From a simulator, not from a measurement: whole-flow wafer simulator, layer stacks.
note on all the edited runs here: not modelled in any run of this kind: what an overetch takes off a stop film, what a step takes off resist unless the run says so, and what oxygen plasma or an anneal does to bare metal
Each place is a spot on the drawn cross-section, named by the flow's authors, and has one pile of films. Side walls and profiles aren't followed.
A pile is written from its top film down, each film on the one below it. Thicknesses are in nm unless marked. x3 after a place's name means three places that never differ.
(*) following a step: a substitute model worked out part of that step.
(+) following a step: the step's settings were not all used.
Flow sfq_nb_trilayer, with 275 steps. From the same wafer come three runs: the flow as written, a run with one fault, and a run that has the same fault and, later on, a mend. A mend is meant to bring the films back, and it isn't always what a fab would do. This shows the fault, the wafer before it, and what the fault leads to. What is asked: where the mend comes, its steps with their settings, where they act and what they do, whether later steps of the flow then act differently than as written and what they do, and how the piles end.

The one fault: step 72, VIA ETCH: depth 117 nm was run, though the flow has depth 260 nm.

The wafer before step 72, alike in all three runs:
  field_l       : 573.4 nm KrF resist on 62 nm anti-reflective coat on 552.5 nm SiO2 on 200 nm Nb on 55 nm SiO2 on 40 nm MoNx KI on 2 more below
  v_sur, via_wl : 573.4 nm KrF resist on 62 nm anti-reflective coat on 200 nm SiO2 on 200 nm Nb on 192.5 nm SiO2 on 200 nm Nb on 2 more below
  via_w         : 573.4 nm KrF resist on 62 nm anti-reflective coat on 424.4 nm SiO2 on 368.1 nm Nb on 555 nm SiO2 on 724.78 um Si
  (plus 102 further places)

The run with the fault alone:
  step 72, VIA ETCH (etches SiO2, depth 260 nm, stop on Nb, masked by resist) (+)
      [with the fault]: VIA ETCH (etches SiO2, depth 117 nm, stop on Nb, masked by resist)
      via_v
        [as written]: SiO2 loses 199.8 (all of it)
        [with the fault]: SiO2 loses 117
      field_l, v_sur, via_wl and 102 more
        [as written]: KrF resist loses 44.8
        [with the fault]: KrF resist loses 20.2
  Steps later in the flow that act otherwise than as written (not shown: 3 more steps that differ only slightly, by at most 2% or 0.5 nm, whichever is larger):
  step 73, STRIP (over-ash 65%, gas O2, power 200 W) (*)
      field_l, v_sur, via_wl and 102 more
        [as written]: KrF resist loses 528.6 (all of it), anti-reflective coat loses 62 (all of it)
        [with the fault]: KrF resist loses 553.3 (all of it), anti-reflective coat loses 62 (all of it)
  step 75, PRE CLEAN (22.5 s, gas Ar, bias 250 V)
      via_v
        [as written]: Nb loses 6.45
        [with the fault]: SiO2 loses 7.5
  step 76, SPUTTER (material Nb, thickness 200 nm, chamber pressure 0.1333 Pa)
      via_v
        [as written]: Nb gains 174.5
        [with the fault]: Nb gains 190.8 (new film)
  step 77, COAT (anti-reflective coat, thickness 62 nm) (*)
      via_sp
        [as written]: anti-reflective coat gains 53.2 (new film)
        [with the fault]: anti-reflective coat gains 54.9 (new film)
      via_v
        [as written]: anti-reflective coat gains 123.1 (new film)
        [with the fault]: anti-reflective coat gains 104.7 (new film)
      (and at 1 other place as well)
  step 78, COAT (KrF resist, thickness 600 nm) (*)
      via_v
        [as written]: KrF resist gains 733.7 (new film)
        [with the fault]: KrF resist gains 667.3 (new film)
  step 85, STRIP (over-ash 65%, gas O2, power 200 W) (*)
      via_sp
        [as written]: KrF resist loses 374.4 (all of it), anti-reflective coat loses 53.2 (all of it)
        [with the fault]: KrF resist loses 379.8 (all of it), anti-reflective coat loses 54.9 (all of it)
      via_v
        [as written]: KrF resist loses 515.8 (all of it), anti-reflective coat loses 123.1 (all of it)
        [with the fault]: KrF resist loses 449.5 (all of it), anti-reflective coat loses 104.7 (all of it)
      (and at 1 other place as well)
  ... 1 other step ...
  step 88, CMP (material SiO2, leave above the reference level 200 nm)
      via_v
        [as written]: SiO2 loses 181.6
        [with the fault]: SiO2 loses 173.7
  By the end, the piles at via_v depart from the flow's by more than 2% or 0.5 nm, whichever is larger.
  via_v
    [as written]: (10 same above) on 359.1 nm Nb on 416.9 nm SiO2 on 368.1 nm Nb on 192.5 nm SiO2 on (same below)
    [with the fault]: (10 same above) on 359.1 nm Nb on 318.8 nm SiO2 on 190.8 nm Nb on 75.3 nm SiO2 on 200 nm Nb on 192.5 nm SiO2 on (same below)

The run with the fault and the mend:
  After step 72 comes the mend.
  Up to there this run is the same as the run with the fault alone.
  step 72a, VIA ETCH (etches SiO2, depth 143 nm, stop on Nb, masked by resist) (+) (a further turn of the flow's step 72, with different settings)
      field_l, v_sur, via_wl and 102 more
        KrF resist loses 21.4
      via_v
        SiO2 loses 82.8 (all of it)
  Every later step of the flow that is run acts as written, at every place that is followed, to within 2% or 0.5 nm, whichever is larger.
  By the end, the piles equal the flow's at every place that both follow.
